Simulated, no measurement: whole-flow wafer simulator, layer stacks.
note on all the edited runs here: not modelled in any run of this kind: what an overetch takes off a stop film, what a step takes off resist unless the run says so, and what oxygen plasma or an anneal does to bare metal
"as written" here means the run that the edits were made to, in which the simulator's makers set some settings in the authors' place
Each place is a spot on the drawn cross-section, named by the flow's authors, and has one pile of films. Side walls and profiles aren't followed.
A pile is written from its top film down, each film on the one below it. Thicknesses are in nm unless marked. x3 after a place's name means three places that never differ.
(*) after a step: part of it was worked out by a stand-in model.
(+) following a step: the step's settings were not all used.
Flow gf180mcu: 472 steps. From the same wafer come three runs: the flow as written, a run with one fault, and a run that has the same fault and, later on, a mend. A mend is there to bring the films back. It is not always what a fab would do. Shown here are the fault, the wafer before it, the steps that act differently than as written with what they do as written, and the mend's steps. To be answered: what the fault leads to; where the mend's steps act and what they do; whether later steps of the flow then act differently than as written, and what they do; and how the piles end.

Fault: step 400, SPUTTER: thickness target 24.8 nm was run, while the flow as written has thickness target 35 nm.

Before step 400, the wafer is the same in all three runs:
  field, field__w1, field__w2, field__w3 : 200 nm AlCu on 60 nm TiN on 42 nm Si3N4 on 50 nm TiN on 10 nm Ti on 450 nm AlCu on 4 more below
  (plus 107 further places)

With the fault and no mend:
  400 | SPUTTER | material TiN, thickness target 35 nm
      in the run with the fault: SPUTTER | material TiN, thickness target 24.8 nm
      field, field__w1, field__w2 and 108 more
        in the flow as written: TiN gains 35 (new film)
        in the run with the fault: TiN gains 24.8 (new film)
  Steps later in the flow that act otherwise than as written (not shown: 9 more steps that differ only slightly, by at most 2% or 0.5 nm, whichever is larger):
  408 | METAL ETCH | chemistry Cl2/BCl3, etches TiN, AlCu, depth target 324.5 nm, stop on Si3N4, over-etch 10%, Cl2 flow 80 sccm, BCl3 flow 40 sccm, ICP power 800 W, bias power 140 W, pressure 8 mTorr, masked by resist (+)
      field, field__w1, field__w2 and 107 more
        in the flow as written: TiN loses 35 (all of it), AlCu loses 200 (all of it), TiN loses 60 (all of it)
        in the run with the fault: TiN loses 24.8 (all of it), AlCu loses 200 (all of it), TiN loses 60 (all of it)
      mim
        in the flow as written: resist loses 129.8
        in the run with the fault: resist loses 125.3
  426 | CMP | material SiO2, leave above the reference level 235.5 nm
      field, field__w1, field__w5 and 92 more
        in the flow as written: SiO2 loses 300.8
        in the run with the fault: SiO2 loses 311
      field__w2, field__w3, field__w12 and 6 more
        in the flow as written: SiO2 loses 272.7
        in the run with the fault: SiO2 loses 282.9
  By the end, the piles at mim depart from the flow's by more than 2% or 0.5 nm, whichever is larger.
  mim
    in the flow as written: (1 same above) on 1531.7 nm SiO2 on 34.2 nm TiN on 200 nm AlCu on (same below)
    in the run with the fault: (1 same above) on 1531.7 nm SiO2 on 24 nm TiN on 200 nm AlCu on (same below)

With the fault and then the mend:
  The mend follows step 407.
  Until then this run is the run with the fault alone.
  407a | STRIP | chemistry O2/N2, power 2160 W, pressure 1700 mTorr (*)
      mim
        resist loses 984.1 (all of it)
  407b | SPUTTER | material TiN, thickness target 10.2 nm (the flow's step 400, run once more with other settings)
      field, field__w1, field__w2 and 108 more
        TiN gains 10.2
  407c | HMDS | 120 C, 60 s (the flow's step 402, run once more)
      does not change any film at any place that is followed
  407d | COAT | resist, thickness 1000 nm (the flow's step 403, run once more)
      field, field__w1, field__w2 and 108 more
        resist gains 1000 (new film)
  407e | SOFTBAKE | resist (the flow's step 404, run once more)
      does not change any film at any place that is followed
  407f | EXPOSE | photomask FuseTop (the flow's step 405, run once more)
      does not change any film at any place that is followed
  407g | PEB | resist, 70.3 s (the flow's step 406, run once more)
      field, field__w1, field__w2 and 108 more
        resist loses 15.9
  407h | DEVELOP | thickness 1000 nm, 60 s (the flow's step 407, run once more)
      field, field__w1, field__w2 and 107 more
        resist loses 984.1 (all of it)
  None of the later steps of the flow acts differently than as written at any place that is followed.
  By the end, the piles equal the flow's at every place that both follow.
